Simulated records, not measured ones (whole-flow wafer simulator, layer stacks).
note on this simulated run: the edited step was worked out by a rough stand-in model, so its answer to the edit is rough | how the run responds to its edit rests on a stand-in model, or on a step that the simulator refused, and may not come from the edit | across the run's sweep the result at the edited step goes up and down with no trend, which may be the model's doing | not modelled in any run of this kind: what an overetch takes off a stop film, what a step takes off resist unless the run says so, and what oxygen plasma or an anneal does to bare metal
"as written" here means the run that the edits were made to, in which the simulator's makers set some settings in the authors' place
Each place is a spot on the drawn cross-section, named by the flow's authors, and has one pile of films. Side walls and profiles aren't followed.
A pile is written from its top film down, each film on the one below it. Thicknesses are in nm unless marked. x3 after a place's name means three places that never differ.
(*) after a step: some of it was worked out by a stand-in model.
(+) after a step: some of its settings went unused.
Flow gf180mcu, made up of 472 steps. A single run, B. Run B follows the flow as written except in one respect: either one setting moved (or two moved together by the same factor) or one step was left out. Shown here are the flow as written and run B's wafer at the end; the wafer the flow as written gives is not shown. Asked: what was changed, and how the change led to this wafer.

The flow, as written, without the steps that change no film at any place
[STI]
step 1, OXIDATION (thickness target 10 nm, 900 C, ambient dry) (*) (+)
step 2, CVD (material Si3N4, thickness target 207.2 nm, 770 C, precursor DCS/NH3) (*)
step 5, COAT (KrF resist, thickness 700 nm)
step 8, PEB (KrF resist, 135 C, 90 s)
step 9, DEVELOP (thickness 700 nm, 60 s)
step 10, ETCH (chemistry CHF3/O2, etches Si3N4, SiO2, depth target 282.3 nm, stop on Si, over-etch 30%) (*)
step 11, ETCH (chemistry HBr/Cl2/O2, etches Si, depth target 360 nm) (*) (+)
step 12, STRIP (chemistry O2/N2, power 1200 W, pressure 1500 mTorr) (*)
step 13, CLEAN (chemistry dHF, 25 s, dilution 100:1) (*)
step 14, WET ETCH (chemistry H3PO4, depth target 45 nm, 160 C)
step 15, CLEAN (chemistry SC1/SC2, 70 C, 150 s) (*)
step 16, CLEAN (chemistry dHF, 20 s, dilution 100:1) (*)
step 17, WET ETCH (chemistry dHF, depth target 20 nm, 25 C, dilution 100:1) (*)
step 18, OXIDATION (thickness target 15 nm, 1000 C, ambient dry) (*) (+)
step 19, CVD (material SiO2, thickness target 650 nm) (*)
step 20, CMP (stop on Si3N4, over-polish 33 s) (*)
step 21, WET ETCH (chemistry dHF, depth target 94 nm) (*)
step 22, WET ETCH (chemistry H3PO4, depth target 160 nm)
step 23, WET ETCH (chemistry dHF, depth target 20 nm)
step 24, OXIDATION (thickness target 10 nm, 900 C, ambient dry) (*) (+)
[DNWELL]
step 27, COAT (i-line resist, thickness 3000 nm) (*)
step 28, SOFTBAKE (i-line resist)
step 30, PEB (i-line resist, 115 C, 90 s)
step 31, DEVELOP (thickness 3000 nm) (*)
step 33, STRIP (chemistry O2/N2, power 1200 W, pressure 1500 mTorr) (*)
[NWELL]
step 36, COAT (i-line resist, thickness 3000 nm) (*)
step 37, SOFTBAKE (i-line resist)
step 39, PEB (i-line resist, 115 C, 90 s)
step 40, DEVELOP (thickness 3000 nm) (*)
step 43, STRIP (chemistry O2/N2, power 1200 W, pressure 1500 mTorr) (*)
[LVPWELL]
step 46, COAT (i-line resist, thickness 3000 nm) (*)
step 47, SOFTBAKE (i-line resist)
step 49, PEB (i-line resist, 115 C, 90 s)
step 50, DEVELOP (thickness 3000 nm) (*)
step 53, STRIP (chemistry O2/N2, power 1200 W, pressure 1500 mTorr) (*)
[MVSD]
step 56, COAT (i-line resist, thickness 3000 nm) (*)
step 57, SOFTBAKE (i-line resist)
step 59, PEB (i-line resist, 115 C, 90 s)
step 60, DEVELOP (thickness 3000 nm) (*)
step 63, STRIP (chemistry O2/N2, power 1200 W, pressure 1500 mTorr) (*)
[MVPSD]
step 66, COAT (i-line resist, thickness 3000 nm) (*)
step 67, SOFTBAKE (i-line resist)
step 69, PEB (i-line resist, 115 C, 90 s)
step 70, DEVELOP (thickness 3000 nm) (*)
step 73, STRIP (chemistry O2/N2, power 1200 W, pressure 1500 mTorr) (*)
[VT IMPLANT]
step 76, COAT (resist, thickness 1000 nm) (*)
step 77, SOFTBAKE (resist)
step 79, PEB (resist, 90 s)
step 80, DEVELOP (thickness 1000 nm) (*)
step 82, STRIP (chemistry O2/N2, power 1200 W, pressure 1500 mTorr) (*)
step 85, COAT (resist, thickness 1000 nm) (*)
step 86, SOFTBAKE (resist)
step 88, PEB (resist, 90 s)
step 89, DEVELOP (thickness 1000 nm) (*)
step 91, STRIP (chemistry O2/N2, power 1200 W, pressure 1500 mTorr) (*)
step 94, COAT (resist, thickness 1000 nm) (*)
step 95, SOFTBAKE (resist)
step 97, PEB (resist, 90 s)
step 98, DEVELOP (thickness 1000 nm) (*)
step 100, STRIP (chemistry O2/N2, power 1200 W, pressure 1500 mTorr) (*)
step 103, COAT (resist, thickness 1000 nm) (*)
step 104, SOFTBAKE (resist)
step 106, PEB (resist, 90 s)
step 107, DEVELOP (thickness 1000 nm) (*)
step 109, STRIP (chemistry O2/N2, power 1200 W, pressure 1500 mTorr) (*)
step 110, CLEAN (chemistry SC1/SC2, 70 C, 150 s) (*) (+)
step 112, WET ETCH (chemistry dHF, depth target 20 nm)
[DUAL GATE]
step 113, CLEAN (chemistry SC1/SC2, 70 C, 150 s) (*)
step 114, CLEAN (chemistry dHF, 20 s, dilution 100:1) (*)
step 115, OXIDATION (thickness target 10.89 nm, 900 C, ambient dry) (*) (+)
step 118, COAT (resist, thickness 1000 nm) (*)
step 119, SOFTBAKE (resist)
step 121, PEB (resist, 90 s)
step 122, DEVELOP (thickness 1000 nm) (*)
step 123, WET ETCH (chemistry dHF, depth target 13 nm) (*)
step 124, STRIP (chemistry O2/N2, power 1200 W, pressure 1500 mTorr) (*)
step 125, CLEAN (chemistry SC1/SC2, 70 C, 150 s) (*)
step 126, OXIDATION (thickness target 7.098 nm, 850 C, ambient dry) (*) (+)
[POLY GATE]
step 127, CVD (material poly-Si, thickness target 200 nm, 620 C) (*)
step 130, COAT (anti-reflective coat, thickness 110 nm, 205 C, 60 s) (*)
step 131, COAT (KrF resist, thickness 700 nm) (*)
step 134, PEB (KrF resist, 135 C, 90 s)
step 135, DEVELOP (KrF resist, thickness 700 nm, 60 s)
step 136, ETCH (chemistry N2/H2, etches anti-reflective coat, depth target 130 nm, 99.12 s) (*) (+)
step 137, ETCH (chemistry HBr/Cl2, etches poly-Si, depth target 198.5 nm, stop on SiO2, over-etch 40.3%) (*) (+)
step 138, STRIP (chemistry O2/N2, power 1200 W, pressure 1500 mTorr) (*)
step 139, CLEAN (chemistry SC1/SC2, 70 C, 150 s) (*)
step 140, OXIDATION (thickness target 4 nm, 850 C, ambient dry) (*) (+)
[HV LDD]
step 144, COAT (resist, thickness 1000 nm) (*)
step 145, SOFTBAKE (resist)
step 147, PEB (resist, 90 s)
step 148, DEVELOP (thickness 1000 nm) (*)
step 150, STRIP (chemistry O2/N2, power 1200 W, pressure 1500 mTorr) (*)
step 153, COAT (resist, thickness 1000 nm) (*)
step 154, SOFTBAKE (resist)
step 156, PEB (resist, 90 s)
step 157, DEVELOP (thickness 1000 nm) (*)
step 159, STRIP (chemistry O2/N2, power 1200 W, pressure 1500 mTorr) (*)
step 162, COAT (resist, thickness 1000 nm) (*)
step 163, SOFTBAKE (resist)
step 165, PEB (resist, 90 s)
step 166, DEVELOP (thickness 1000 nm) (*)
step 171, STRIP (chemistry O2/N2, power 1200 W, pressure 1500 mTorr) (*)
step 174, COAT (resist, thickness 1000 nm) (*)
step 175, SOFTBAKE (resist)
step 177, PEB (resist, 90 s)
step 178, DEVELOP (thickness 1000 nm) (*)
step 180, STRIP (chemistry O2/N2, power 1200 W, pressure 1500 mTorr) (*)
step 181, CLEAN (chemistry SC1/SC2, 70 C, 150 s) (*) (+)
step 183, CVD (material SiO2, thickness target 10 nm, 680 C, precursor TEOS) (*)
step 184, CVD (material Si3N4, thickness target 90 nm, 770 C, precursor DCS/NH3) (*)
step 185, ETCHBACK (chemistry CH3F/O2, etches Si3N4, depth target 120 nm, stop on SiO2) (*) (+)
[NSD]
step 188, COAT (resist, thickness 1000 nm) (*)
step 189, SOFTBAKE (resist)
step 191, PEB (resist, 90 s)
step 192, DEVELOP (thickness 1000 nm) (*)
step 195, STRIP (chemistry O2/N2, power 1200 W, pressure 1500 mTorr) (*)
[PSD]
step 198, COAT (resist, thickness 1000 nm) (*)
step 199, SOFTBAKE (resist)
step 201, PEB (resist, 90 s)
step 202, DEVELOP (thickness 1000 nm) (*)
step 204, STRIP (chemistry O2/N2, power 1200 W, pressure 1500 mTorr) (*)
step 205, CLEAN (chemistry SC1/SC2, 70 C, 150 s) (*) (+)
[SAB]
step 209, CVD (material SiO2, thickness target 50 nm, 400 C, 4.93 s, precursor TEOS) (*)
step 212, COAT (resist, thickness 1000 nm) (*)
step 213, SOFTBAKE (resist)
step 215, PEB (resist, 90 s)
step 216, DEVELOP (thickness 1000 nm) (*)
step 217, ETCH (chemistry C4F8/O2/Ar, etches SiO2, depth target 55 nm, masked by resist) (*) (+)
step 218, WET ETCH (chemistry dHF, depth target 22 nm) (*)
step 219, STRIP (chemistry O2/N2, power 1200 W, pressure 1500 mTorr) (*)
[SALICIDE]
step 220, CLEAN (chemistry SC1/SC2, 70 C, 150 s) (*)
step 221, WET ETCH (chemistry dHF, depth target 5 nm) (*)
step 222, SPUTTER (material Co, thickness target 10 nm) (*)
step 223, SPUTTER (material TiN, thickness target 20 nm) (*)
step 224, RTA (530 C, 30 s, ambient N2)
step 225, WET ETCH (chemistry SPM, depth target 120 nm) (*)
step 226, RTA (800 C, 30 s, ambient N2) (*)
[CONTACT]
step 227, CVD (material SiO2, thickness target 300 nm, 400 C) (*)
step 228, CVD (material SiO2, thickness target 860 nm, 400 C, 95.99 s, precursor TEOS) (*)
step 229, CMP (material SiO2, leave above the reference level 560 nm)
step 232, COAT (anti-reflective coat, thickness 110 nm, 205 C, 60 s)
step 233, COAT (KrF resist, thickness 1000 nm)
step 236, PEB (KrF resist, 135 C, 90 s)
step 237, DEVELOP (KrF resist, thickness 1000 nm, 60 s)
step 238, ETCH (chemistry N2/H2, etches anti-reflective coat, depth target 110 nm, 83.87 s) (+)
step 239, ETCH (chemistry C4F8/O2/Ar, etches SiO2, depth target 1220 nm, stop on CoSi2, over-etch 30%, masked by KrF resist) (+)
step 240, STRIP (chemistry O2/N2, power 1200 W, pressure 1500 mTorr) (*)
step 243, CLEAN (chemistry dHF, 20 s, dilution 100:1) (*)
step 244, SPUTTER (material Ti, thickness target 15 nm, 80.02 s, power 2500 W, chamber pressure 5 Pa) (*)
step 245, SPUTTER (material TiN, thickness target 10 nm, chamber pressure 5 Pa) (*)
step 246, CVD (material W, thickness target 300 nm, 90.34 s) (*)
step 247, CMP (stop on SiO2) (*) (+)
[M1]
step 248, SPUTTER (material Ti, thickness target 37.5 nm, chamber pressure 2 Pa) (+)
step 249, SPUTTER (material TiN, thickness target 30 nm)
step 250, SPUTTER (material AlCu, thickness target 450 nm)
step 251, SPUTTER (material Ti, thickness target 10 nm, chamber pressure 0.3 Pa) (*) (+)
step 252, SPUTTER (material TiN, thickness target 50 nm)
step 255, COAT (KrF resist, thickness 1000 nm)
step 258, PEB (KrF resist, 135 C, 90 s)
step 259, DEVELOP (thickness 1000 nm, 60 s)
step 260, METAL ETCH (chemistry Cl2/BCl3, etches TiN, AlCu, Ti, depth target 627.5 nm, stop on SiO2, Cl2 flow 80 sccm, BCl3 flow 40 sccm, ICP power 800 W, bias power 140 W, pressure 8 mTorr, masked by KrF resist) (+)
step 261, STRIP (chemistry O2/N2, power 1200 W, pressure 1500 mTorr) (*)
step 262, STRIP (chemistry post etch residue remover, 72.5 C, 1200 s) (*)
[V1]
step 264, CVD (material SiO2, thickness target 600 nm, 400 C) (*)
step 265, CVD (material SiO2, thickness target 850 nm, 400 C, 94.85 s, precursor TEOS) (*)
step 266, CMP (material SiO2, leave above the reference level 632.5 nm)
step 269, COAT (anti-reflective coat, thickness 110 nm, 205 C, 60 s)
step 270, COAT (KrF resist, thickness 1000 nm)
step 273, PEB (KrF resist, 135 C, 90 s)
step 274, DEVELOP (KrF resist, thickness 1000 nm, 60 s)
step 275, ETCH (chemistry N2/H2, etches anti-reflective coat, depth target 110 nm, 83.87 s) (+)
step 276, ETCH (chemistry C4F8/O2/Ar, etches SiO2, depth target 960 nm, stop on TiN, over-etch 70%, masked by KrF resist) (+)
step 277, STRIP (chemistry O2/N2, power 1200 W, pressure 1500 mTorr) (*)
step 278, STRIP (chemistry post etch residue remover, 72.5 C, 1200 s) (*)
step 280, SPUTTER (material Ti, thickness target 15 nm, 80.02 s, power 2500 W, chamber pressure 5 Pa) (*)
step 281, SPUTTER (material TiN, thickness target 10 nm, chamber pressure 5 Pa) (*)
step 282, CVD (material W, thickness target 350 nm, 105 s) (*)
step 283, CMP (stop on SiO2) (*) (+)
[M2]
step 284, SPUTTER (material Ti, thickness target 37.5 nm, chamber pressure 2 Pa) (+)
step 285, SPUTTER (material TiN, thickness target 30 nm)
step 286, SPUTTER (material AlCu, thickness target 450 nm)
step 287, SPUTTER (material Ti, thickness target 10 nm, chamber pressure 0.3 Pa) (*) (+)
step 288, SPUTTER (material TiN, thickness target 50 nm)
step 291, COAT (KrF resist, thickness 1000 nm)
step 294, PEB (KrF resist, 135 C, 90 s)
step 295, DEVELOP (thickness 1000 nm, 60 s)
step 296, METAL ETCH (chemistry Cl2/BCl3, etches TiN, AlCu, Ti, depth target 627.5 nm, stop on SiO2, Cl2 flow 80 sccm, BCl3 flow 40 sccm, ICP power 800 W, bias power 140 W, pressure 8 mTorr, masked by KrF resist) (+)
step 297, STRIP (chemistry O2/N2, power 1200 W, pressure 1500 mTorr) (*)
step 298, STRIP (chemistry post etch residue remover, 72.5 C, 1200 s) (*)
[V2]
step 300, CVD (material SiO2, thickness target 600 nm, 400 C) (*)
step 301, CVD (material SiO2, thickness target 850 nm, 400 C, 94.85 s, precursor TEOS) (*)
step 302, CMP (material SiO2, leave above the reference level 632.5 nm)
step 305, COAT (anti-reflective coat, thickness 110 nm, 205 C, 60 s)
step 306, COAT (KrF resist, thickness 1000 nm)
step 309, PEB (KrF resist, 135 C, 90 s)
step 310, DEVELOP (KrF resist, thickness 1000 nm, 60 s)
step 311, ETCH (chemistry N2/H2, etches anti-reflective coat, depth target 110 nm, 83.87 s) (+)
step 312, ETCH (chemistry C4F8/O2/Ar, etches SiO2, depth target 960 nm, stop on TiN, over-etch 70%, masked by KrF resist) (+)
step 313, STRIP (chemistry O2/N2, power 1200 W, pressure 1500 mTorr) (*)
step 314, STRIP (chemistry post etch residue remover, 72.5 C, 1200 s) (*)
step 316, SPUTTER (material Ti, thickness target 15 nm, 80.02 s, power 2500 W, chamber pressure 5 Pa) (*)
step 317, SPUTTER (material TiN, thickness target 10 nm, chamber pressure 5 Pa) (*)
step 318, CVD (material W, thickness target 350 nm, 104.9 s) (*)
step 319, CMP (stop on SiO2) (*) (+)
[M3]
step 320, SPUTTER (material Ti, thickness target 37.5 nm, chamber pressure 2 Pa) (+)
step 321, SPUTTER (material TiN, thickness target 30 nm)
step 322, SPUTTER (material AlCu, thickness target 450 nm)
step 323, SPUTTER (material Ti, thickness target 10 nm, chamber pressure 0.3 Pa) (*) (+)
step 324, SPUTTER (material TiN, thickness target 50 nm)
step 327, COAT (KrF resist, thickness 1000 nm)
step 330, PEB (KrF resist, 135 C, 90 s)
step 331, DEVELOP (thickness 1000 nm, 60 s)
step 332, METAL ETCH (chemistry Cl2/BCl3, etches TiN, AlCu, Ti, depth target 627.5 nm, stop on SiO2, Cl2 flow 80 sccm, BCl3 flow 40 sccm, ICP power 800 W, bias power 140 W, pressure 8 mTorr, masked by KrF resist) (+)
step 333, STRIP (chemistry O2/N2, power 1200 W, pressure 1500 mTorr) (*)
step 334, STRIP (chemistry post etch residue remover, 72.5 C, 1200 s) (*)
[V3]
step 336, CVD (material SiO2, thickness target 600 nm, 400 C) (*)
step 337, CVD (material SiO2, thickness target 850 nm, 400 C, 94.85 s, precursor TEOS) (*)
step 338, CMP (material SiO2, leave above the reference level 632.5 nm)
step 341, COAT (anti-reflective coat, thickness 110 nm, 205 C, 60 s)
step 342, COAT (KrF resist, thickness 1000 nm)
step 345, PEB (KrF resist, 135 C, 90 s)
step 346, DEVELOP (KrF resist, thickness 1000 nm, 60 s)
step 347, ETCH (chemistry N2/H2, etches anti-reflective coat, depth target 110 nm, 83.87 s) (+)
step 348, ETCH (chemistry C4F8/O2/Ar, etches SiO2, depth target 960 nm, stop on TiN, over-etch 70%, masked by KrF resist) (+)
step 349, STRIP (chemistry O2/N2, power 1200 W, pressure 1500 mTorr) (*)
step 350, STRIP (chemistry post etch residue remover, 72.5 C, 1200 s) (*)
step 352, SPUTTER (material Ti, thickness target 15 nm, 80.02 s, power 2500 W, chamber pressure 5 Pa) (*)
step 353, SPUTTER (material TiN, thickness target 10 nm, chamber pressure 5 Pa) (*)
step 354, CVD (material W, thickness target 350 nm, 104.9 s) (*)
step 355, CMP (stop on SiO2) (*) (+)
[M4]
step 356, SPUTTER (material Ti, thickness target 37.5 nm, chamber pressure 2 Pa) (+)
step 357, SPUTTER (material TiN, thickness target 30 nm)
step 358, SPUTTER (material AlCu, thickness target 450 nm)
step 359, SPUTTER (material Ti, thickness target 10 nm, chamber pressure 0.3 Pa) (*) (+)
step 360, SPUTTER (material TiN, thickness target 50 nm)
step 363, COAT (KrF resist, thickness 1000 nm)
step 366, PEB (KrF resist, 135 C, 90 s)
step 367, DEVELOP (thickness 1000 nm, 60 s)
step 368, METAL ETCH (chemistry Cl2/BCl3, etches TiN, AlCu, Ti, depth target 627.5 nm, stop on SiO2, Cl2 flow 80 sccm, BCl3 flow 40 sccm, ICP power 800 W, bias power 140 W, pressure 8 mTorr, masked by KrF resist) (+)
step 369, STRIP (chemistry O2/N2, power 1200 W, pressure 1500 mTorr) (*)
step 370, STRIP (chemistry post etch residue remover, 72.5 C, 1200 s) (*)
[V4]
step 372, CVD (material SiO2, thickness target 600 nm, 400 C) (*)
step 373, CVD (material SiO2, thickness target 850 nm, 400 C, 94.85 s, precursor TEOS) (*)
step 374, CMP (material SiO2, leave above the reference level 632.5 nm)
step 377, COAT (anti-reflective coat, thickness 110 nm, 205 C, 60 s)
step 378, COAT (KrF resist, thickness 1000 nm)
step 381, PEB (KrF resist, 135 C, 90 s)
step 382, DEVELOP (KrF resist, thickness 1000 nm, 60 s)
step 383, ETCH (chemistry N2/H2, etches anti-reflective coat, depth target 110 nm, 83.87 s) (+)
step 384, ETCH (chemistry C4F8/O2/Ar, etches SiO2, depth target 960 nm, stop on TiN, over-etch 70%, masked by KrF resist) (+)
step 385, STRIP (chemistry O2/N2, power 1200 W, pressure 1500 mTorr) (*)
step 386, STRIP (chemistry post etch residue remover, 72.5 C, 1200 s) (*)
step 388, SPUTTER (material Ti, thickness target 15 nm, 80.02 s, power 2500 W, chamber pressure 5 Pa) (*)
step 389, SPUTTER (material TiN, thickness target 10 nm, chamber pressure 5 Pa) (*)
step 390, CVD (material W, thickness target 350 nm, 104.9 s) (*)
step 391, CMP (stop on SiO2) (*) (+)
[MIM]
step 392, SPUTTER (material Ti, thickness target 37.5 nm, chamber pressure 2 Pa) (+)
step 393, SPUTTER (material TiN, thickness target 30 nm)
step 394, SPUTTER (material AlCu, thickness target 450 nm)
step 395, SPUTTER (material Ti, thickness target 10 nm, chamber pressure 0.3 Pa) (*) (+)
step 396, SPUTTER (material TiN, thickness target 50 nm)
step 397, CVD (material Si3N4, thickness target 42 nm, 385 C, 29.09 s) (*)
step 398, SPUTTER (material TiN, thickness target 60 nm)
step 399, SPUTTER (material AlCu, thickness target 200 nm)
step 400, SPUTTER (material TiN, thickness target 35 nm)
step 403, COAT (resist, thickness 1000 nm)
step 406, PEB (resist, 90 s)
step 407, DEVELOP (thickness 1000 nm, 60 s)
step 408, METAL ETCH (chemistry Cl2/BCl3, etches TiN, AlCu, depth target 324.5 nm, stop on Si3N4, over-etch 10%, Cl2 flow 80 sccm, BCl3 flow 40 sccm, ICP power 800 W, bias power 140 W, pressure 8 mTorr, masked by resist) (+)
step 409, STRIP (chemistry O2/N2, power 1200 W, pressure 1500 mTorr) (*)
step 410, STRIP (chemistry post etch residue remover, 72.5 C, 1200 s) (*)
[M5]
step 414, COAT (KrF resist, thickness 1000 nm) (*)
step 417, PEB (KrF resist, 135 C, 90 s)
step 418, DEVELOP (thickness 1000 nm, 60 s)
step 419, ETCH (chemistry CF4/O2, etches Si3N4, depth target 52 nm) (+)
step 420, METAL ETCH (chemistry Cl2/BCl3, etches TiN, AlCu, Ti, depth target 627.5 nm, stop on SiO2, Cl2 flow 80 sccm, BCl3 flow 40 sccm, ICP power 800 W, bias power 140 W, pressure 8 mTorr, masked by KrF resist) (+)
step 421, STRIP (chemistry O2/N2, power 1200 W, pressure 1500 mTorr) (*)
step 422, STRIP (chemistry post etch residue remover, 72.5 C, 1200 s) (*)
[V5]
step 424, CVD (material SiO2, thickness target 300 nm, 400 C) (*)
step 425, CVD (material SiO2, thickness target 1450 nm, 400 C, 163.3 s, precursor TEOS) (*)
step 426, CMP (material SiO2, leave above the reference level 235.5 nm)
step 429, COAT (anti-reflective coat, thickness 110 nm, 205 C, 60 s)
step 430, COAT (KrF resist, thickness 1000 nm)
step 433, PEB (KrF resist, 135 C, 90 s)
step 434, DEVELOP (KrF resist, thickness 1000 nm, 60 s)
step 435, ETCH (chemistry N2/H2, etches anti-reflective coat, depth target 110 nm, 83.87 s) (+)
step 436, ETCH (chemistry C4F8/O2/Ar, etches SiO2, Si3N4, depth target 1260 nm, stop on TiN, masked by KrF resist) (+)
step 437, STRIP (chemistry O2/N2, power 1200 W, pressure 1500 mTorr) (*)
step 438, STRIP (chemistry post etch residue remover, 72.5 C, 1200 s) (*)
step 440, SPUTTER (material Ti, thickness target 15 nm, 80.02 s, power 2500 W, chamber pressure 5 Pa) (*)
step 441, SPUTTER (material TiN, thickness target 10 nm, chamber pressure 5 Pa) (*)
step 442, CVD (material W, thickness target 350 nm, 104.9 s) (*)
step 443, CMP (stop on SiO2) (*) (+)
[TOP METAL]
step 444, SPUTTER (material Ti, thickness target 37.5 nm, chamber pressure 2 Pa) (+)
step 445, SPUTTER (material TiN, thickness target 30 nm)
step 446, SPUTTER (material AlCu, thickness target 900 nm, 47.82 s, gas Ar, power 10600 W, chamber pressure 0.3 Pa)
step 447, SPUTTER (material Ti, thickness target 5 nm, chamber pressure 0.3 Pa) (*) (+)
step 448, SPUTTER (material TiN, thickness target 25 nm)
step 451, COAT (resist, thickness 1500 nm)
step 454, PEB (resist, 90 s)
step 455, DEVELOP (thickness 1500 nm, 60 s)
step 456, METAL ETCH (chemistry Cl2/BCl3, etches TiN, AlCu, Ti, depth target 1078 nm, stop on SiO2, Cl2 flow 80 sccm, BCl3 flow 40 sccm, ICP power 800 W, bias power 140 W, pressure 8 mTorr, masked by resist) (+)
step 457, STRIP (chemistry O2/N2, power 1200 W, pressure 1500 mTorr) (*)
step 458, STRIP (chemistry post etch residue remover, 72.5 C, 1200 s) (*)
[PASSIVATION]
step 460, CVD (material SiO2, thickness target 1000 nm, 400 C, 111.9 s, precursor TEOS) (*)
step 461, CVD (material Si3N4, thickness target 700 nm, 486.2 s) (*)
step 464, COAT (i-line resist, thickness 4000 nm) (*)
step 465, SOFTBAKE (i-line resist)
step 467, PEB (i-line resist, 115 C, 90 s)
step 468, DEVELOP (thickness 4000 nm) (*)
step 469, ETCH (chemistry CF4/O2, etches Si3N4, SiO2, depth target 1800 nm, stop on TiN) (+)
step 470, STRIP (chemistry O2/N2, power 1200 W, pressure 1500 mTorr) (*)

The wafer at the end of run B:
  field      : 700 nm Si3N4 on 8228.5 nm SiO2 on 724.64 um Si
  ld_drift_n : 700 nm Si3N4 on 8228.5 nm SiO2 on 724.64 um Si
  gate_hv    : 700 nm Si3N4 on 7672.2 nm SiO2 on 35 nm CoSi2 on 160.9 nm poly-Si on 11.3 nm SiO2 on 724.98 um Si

Cause: step 126, OXIDATION: thickness target 3.549 nm was run, though the flow has thickness target 7.098 nm.

The path from the change to this, step by step:
  step 126, OXIDATION (thickness target 7.098 nm, 850 C, ambient dry) (*) (+)
      gate_hv, active_hv, active_nat and 25 more: SiO2 gains 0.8, Si loses 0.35 (in the flow as written it would be: SiO2 gains 3.72, Si loses 1.64)
      active, n_well, p_well and 12 more: SiO2 gains 3.55 (new film), chemical SiO2 loses 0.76 (all of it), Si loses 1.23 (in the flow as written it would be: SiO2 gains 7.1 (new film), chemical SiO2 loses 0.76 (all of it), Si loses 2.79)
  step 145, SOFTBAKE (resist)
      active_nat: resist gains 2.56 (in the flow as written it would be: resist gains 1.52)
  step 154, SOFTBAKE (resist)
      active_nat: resist gains 2.56 (in the flow as written it would be: resist gains 1.52)
  step 163, SOFTBAKE (resist)
      active_nat: resist gains 2.56 (in the flow as written it would be: resist gains 1.52)
  step 175, SOFTBAKE (resist)
      active_nat: resist gains 2.56 (in the flow as written it would be: resist gains 1.52)
  step 189, SOFTBAKE (resist)
      field__w9: resist loses 1.05 (in the flow as written it would be: resist gains 1.85)
      active_hv: resist gains 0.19 (in the flow as written it would be: resist gains 0.78)
      (and at 1 other place as well)
  step 199, SOFTBAKE (resist)
      field__w9: resist loses 1.05 (in the flow as written it would be: resist gains 1.85)
      active_hv: resist gains 0.19 (in the flow as written it would be: resist gains 0.78)
      (and at 1 other place as well)
  step 218, WET ETCH (chemistry dHF, depth target 22 nm) (*)
      active, p_well, sd_n, iso_ptap_pw, iso_ntap_nw, iso_ptap_sub, vpnp_e: SiO2 loses 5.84 (all of it) (in the flow as written it would be: SiO2 loses 9.01 (all of it))
      ldn_tap, ldn_src, ldn_drn, ldp_tap, ldp_src, ldp_drn, ldp_gr: SiO2 loses 13.2 (all of it) (in the flow as written it would be: SiO2 loses 16 (all of it))
      (and at 9 other places as well)
  step 223, SPUTTER (material TiN, thickness target 20 nm) (*)
      field__w12: TiN gains 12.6 (new film) (in the flow as written it would be: TiN gains 12 (new film))
  step 225, WET ETCH (chemistry SPM, depth target 120 nm) (*)
      field__w12: TiN loses 12.6 (all of it), Co loses 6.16 (all of it) (in the flow as written it would be: TiN loses 12 (all of it), Co loses 6.15 (all of it))
